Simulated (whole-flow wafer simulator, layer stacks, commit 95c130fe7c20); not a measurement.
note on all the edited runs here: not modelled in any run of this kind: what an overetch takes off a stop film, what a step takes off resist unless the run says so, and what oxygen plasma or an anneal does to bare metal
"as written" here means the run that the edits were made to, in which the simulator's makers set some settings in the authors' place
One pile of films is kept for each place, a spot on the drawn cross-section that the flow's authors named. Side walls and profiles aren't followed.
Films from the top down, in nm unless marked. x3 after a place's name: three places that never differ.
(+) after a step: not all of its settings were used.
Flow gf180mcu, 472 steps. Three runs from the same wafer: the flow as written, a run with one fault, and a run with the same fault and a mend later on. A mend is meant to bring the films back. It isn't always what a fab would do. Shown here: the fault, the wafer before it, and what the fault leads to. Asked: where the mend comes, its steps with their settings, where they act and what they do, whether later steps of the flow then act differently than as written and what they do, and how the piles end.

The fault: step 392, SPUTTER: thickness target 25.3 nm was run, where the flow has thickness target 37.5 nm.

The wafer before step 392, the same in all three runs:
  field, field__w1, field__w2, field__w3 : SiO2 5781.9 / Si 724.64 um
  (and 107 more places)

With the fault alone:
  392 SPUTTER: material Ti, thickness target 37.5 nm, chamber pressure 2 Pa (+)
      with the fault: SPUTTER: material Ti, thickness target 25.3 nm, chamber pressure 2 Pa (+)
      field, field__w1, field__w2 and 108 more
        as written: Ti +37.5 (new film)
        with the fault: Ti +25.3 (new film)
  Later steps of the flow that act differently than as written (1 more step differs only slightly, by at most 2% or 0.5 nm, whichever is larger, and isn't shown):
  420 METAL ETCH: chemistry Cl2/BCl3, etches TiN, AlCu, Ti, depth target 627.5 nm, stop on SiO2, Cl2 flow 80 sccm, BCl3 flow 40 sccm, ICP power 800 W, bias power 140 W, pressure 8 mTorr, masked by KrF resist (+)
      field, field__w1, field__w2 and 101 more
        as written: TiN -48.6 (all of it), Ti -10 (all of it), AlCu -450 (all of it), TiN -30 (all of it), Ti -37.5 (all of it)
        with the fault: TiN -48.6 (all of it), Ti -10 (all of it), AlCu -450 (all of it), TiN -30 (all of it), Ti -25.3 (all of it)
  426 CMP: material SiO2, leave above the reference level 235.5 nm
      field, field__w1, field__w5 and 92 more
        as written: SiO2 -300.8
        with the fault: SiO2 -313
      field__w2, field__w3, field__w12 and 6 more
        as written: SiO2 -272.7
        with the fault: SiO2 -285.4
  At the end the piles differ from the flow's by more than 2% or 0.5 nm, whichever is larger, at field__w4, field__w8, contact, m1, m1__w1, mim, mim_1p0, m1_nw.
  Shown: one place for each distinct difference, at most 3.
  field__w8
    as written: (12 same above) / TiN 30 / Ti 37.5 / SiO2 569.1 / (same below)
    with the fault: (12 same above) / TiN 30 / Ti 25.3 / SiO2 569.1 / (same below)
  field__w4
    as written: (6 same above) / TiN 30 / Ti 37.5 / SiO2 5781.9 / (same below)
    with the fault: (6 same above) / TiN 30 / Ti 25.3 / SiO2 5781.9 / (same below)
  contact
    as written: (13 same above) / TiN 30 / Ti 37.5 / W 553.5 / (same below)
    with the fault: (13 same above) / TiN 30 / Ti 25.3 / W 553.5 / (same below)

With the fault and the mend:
  The mend comes after step 392.
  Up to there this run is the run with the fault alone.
  392a SPUTTER: material Ti, thickness target 12.2 nm, chamber pressure 2 Pa (+) (the flow's step 392 once more, with other settings)
      field, field__w1, field__w2 and 108 more
        Ti +12.2
  No later step of the flow acts differently than as written at any place that is followed.
  At the end the piles are the same as the flow's at every place that both follow.
